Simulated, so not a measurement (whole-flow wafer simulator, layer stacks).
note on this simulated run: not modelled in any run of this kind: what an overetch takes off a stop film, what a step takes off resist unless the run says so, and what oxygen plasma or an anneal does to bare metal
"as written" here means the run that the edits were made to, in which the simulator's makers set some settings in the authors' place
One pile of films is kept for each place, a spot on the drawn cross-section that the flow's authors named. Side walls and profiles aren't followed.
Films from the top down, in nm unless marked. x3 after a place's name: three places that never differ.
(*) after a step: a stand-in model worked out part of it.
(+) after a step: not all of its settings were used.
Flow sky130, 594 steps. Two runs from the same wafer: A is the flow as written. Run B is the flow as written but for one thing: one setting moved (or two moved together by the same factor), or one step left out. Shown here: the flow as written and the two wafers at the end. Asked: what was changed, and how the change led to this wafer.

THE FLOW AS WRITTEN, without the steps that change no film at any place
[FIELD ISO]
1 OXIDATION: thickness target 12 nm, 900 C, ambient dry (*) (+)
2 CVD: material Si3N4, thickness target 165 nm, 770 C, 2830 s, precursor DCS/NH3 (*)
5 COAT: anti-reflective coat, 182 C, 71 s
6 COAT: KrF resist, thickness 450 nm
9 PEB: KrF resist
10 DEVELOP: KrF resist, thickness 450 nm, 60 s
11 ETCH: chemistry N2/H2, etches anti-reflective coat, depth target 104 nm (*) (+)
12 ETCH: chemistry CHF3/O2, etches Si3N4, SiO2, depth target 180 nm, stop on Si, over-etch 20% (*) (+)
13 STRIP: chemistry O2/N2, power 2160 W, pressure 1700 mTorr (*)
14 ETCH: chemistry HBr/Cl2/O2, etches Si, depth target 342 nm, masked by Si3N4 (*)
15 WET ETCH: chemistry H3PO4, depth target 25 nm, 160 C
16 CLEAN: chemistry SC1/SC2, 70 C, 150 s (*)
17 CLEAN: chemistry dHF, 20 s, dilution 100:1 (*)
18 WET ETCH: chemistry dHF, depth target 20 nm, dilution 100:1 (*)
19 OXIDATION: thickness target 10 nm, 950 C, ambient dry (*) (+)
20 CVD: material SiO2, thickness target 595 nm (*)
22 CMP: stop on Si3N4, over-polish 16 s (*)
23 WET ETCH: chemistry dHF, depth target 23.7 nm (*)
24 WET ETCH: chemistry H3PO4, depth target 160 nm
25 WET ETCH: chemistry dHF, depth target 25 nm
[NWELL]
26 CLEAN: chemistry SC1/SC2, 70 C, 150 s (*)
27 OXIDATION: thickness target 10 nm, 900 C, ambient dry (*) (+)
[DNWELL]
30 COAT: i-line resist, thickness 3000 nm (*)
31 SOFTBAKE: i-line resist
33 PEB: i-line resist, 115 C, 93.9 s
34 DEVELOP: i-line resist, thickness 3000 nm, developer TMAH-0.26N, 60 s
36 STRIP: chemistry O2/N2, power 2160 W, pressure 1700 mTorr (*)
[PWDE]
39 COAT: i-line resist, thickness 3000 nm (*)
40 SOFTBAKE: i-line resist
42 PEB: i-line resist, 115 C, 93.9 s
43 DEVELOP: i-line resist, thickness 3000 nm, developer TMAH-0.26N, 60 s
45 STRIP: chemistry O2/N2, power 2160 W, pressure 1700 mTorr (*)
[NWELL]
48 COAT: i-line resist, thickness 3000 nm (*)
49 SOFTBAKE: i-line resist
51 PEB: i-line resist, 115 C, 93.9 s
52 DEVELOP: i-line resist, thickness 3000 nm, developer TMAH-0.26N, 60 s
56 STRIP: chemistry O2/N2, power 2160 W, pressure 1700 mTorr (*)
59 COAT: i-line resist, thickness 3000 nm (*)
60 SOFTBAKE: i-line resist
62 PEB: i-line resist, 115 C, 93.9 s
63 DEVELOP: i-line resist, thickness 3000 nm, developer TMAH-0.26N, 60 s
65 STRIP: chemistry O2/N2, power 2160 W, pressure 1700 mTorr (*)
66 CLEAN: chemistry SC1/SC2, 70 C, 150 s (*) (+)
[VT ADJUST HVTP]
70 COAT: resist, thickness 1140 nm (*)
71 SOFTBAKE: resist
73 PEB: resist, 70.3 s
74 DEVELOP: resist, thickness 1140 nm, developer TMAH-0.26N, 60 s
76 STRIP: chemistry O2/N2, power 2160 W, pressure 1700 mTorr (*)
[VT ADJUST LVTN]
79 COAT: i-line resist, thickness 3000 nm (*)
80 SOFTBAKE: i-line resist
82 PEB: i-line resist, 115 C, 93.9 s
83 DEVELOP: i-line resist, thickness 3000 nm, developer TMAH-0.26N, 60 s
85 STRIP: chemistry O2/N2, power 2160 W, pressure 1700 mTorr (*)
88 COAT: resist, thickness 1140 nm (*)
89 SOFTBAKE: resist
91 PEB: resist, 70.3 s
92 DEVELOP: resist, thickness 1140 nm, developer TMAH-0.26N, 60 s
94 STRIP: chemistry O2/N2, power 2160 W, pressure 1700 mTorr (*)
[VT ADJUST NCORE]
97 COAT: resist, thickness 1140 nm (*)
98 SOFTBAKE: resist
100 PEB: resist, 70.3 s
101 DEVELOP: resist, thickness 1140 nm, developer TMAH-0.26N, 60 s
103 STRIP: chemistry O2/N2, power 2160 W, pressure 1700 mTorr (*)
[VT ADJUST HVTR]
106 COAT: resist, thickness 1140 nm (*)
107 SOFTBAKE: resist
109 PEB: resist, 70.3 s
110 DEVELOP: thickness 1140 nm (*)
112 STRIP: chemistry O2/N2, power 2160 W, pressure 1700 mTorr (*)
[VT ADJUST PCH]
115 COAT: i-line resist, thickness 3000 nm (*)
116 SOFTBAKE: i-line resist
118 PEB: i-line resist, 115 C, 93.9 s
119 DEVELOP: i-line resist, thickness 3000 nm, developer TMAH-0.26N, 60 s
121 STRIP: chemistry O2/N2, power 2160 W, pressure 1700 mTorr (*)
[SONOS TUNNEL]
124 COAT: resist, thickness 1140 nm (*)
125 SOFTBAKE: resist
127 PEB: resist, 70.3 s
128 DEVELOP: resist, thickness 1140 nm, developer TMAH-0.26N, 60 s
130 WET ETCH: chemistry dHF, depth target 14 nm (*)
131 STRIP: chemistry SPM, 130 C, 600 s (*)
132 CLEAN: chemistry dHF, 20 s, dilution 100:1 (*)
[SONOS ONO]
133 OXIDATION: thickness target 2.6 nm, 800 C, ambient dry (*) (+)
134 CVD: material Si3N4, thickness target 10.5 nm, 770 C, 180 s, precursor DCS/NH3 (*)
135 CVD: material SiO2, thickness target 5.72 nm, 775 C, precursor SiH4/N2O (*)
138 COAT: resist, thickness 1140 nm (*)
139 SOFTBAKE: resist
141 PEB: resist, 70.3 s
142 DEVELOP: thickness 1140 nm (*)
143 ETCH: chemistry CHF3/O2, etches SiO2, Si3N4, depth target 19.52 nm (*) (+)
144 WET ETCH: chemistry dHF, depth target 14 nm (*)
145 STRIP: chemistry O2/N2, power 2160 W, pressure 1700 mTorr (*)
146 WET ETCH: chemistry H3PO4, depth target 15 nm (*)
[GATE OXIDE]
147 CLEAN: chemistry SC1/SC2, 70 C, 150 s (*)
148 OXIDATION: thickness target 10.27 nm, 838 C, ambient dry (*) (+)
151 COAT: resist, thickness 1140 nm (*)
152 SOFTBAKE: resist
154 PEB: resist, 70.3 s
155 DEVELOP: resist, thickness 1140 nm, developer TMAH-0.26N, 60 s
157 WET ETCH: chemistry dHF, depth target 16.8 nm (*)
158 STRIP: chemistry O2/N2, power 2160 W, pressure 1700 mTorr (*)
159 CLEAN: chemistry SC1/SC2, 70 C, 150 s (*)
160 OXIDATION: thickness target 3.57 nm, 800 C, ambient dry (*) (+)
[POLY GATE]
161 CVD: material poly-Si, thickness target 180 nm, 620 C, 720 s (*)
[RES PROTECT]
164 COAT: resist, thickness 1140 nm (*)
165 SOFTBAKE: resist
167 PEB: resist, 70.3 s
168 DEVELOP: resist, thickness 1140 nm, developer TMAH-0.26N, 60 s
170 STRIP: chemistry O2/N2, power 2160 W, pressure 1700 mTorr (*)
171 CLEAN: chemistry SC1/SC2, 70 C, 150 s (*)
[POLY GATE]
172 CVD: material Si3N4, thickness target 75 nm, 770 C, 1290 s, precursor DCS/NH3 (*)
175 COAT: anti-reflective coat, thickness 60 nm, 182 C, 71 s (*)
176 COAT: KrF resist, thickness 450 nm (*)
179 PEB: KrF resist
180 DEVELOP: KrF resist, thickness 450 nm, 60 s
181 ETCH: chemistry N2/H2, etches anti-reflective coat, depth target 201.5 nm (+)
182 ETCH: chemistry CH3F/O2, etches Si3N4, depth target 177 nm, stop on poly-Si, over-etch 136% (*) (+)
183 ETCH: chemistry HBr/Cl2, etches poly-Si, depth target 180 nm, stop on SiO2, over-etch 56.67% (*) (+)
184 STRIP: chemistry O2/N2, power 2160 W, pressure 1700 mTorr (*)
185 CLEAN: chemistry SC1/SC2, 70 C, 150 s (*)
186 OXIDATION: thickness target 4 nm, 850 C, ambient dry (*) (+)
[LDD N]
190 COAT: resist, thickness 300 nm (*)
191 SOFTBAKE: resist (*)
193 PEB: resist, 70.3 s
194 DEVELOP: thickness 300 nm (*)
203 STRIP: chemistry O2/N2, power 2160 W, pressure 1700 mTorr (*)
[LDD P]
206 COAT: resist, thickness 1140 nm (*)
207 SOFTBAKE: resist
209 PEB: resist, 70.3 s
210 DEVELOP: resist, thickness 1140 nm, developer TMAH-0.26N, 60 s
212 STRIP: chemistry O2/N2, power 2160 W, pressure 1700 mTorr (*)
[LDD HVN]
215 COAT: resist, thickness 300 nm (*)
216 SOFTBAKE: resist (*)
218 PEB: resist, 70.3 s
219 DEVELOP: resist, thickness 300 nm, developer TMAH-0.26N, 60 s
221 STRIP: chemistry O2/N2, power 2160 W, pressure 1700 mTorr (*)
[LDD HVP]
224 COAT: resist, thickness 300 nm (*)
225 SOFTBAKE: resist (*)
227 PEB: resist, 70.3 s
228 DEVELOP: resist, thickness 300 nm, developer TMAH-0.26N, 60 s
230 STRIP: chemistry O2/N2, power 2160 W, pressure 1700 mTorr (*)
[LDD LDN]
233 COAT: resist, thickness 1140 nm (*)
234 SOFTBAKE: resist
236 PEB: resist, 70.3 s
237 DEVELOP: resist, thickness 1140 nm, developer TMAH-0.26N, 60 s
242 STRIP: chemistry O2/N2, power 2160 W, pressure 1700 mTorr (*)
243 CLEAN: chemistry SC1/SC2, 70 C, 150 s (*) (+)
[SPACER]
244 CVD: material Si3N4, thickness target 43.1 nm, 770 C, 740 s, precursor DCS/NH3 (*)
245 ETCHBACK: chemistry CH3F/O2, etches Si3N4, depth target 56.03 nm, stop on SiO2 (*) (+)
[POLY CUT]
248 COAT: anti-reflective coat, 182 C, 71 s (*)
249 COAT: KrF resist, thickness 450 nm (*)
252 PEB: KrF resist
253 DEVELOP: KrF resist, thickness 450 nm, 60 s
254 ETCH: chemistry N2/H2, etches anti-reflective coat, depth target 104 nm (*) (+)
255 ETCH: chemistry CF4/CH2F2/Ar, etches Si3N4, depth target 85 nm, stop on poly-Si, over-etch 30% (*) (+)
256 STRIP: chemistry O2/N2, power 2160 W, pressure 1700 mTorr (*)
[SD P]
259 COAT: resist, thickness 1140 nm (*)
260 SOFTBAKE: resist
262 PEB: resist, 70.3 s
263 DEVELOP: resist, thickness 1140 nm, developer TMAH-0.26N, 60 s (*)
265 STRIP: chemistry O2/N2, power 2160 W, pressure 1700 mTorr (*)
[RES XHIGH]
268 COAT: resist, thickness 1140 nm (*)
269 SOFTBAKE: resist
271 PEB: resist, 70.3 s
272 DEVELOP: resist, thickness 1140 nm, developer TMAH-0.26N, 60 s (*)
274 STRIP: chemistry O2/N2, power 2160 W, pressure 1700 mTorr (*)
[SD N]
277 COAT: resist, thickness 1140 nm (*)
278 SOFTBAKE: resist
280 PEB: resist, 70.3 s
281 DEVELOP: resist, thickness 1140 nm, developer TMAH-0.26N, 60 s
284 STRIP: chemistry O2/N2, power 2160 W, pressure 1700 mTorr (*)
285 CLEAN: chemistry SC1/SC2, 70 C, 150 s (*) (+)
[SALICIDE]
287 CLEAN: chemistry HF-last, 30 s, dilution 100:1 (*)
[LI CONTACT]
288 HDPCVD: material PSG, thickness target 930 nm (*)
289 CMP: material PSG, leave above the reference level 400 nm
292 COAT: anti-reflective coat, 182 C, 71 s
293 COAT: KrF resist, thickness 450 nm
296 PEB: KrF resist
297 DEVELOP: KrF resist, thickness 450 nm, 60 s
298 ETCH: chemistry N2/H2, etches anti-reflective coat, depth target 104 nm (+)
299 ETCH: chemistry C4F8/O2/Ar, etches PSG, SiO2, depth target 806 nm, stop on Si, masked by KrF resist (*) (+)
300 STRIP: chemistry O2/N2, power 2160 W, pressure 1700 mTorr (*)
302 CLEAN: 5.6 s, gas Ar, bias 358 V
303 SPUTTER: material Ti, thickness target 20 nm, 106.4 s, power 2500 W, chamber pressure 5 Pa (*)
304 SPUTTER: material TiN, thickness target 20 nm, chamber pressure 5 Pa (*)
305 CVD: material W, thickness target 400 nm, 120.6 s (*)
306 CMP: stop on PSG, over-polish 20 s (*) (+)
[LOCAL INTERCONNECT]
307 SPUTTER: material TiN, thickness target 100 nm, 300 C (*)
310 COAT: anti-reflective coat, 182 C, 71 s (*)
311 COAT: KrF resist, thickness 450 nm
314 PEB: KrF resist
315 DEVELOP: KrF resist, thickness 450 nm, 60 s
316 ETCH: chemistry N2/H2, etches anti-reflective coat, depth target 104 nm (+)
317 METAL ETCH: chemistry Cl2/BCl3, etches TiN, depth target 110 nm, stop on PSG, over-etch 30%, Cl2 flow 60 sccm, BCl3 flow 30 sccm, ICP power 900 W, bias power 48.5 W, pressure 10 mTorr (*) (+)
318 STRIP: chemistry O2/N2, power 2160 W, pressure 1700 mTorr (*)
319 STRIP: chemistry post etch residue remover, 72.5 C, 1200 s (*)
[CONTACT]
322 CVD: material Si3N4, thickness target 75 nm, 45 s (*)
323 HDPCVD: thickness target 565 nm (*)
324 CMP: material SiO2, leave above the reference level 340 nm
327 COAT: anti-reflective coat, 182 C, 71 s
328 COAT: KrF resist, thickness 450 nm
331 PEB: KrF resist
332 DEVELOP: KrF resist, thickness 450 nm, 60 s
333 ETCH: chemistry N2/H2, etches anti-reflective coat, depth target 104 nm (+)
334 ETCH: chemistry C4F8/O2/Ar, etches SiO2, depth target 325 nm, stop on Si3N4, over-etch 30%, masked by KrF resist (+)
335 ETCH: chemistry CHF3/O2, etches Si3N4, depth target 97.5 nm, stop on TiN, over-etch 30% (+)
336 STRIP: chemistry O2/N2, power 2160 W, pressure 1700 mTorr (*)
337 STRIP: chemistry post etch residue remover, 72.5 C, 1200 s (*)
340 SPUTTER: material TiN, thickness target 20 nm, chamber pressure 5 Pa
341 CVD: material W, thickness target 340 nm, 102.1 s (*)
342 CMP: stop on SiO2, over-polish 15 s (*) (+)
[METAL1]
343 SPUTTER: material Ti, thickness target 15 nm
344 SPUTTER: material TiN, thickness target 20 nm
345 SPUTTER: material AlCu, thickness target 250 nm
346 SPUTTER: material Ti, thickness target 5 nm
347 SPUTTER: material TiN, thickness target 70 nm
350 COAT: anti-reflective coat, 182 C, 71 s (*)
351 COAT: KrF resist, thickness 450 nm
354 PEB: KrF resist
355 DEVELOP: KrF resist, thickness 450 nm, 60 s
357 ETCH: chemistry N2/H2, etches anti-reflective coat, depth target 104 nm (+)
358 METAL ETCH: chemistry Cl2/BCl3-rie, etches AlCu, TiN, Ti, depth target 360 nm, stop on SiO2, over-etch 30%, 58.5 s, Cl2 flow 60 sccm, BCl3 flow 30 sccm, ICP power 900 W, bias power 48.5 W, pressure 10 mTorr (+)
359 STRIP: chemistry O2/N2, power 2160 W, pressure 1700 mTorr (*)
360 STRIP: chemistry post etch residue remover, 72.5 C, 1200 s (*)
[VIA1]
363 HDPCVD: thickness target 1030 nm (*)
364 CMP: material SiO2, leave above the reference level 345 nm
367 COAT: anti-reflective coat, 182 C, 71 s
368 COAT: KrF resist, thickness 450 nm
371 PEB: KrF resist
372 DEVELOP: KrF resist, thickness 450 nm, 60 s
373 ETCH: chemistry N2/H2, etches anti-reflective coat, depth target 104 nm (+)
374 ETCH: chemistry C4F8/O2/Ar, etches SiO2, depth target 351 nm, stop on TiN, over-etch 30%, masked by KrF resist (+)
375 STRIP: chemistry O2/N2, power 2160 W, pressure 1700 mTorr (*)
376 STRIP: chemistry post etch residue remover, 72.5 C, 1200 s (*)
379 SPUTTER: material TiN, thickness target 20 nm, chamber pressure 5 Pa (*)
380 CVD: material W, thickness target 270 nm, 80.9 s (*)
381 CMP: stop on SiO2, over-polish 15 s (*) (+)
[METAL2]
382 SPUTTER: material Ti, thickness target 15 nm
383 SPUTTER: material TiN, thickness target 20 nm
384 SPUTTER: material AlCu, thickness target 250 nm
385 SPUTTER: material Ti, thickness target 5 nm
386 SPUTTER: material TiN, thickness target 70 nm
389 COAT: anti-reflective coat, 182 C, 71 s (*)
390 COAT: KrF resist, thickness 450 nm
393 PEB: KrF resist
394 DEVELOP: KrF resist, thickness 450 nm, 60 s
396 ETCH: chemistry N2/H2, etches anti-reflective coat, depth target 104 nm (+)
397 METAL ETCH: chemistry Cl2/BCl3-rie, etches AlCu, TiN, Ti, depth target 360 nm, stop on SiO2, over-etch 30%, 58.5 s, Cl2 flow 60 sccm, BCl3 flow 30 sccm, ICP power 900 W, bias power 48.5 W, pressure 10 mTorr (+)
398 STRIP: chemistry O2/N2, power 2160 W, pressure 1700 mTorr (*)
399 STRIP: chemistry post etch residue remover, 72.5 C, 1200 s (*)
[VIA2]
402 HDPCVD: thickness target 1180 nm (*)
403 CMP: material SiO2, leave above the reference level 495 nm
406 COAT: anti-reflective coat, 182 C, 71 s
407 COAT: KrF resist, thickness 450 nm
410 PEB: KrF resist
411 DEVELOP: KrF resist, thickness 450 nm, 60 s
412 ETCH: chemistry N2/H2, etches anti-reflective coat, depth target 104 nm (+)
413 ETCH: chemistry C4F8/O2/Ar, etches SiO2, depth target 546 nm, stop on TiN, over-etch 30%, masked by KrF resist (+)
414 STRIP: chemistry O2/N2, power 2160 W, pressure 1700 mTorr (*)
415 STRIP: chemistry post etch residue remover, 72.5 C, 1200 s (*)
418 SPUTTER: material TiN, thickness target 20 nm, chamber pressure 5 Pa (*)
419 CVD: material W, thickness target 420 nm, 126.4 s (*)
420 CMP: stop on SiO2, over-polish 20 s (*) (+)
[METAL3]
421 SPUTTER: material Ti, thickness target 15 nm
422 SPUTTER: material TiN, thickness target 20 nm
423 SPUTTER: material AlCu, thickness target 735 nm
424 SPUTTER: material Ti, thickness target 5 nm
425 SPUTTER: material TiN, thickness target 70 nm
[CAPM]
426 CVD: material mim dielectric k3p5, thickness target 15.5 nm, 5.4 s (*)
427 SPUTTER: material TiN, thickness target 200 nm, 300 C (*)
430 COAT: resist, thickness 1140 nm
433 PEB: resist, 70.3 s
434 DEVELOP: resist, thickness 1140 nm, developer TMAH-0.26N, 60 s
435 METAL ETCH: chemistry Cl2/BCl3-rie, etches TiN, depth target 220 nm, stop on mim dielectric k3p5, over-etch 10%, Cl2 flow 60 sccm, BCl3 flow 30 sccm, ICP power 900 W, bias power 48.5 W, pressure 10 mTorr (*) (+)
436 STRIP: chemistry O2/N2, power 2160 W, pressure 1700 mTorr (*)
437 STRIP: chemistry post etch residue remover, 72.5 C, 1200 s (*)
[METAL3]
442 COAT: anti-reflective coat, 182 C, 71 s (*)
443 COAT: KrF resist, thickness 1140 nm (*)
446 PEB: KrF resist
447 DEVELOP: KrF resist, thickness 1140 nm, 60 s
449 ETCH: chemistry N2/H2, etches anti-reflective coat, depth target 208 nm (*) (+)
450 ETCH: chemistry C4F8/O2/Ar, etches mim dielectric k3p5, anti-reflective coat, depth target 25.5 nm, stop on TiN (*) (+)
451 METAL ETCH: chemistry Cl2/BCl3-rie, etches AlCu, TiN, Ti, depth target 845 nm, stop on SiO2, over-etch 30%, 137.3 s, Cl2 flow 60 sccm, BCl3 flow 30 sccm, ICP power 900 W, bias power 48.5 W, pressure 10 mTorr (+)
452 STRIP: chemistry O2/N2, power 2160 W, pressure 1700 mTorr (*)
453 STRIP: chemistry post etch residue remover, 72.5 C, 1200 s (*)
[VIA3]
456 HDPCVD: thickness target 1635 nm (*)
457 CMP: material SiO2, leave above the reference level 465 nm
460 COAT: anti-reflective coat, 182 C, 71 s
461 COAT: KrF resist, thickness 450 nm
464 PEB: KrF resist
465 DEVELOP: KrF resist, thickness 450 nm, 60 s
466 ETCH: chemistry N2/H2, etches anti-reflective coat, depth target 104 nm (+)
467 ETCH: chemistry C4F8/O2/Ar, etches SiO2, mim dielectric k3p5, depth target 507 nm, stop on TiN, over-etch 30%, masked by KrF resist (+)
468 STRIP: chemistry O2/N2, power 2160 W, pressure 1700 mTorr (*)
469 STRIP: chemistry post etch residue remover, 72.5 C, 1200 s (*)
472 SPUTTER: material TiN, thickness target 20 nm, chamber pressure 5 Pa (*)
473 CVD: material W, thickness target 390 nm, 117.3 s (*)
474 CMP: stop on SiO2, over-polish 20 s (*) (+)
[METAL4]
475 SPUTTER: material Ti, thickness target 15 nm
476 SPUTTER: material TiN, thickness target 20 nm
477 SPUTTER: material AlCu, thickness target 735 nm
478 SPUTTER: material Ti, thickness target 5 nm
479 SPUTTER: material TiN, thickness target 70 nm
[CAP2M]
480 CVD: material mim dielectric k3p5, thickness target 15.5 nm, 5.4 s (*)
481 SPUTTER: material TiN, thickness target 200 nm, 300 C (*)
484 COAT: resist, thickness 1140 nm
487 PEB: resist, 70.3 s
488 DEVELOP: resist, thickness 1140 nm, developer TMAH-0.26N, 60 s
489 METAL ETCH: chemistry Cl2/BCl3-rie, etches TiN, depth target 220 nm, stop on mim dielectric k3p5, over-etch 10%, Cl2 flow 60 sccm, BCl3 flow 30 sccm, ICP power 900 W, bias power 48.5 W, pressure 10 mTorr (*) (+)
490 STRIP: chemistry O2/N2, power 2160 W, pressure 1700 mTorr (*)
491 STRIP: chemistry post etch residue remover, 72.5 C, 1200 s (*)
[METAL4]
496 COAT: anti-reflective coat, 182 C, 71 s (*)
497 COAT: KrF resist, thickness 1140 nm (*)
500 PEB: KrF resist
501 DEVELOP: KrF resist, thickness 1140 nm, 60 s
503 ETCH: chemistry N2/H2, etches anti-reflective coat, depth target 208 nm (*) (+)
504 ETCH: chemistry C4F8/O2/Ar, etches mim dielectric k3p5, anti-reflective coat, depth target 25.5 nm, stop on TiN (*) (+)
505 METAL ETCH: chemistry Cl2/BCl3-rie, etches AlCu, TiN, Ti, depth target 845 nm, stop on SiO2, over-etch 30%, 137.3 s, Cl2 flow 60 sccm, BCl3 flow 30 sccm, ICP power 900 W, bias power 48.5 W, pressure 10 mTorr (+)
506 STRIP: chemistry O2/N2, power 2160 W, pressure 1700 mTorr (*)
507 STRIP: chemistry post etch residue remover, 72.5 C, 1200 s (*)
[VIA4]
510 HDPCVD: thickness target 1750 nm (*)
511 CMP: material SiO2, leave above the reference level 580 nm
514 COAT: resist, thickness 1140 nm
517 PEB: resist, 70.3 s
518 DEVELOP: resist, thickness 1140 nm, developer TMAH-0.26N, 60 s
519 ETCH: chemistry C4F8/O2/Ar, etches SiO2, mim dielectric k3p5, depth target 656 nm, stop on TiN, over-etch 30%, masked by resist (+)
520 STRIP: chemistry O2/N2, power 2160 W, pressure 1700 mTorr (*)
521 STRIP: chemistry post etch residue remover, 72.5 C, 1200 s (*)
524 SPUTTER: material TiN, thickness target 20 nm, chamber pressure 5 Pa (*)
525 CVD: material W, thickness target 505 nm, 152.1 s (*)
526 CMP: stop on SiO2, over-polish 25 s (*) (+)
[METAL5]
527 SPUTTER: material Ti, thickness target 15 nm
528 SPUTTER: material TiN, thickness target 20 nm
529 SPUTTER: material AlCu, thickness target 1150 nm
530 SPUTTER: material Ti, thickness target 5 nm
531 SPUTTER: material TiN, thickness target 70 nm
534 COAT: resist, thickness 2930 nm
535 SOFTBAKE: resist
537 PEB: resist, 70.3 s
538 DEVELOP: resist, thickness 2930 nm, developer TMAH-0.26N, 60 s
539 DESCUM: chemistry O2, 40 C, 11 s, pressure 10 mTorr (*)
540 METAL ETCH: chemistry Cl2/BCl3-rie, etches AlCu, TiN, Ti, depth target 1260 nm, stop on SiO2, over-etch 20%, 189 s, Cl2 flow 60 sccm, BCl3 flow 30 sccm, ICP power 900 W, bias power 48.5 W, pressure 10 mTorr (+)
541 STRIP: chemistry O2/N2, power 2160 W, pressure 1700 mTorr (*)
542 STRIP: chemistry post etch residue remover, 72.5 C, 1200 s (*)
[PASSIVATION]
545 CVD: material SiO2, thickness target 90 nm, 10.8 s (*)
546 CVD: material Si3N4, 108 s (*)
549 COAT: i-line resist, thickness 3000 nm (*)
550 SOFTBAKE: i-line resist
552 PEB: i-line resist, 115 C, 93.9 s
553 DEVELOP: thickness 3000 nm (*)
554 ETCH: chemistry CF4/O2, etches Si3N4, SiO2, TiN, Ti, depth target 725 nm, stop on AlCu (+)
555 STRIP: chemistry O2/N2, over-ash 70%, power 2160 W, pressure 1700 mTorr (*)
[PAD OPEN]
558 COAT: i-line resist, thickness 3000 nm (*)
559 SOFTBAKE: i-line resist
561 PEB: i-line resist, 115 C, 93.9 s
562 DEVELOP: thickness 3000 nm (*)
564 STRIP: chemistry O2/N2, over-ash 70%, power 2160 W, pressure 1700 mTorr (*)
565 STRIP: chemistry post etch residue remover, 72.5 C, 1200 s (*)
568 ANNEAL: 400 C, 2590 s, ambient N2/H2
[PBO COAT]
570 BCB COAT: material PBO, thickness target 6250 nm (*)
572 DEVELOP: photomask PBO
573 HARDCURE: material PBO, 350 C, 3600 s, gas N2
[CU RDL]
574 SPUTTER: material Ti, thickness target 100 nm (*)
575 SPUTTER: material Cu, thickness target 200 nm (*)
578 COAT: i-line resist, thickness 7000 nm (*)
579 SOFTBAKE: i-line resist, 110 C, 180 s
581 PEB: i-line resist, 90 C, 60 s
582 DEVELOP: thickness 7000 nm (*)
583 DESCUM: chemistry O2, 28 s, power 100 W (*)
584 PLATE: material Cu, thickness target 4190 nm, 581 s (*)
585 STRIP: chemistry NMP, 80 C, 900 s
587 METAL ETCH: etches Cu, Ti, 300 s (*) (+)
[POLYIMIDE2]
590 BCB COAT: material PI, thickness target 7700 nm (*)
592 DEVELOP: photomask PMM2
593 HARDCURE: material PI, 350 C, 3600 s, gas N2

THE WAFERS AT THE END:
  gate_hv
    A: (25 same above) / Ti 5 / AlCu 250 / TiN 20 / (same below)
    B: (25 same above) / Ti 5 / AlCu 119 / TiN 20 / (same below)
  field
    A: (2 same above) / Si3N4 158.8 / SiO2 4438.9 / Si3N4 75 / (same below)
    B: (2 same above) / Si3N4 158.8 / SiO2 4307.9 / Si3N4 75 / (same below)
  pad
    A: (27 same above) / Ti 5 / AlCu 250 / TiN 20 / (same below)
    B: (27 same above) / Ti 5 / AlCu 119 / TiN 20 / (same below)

The cause: step 345, SPUTTER: thickness target 119 nm was run, where the flow has thickness target 250 nm.
It can be read off the wafer: gate_hv has AlCu 119, and step 345 as written asks for 250 nm.

How the change led to this, step by step:
  345 SPUTTER: material AlCu, thickness target 250 nm
      field, active, n_well and 188 more: A AlCu +250 (new film) | B AlCu +119 (new film)
  358 METAL ETCH: chemistry Cl2/BCl3-rie, etches AlCu, TiN, Ti, depth target 360 nm, stop on SiO2, over-etch 30%, 58.5 s, Cl2 flow 60 sccm, BCl3 flow 30 sccm, ICP power 900 W, bias power 48.5 W, pressure 10 mTorr (+)
      field, active, gate and 81 more: A TiN -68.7 (all of it), Ti -5 (all of it), AlCu -250 (all of it), TiN -20 (all of it), Ti -15 (all of it), SiO2 -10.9 | B TiN -68.7 (all of it), Ti -5 (all of it), AlCu -119 (all of it), TiN -20 (all of it), Ti -15 (all of it), SiO2 -24
  364 CMP: material SiO2, leave above the reference level 345 nm
      field, active, gate and 81 more: A SiO2 -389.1 | B SiO2 -507
